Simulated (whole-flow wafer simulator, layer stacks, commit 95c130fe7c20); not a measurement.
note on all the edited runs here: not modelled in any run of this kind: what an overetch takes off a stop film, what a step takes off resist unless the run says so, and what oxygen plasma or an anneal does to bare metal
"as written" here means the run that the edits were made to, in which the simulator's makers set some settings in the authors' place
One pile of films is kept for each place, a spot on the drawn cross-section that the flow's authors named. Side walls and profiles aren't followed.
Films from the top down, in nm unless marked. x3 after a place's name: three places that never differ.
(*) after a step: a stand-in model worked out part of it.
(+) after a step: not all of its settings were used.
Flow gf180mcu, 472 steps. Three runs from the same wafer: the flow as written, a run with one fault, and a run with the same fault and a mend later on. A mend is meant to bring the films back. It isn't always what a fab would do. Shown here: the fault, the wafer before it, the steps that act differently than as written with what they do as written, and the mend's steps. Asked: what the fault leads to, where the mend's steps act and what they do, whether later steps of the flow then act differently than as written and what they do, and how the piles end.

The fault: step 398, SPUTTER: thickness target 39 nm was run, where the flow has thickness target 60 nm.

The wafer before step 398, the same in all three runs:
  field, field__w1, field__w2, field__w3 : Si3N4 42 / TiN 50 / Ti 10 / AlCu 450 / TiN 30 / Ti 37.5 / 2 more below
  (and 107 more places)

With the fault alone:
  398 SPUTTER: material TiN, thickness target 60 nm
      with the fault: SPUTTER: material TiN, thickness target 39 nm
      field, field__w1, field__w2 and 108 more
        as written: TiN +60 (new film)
        with the fault: TiN +39 (new film)
  Later steps of the flow that act differently than as written (6 more steps differ only slightly, by at most 2% or 0.5 nm, whichever is larger, and aren't shown):
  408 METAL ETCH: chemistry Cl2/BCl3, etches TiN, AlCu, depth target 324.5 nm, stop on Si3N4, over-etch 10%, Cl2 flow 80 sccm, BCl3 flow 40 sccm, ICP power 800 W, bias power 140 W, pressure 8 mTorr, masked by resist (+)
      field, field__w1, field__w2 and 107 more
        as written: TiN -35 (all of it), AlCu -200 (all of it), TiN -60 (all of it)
        with the fault: TiN -35 (all of it), AlCu -200 (all of it), TiN -39 (all of it)
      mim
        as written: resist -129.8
        with the fault: resist -120.6
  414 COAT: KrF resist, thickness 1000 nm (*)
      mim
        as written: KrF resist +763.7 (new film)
        with the fault: KrF resist +779.8 (new film)
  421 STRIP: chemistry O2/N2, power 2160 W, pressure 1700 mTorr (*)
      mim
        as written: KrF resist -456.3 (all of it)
        with the fault: KrF resist -472.1 (all of it)
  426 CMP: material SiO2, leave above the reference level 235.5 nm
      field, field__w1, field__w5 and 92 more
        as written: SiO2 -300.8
        with the fault: SiO2 -321.8
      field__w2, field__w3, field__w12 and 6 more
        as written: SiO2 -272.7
        with the fault: SiO2 -293.7
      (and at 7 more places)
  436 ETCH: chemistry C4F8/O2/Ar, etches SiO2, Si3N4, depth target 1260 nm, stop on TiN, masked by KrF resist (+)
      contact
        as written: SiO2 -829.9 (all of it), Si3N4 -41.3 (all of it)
        with the fault: SiO2 -808.9 (all of it), Si3N4 -41.3 (all of it)
  At the end the piles differ from the flow's by more than 2% or 0.5 nm, whichever is larger, at field__w8, contact, m1, m1__w1, mim, m1_nw.
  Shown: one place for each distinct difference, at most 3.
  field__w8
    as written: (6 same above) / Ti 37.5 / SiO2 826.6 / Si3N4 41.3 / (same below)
    with the fault: (6 same above) / Ti 37.5 / SiO2 805.6 / Si3N4 41.3 / (same below)
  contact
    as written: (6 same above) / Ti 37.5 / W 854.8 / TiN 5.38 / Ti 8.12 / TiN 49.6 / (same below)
    with the fault: (6 same above) / Ti 37.5 / W 833.6 / TiN 5.45 / Ti 8.22 / TiN 49.6 / (same below)
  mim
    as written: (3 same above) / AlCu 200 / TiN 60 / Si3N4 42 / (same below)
    with the fault: (3 same above) / AlCu 200 / TiN 39 / Si3N4 42 / (same below)

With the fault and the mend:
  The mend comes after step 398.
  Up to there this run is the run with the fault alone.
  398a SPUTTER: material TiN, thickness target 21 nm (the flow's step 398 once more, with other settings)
      field, field__w1, field__w2 and 108 more
        TiN +21
  No later step of the flow acts differently than as written at any place that is followed.
  At the end the piles are the same as the flow's at every place that both follow.
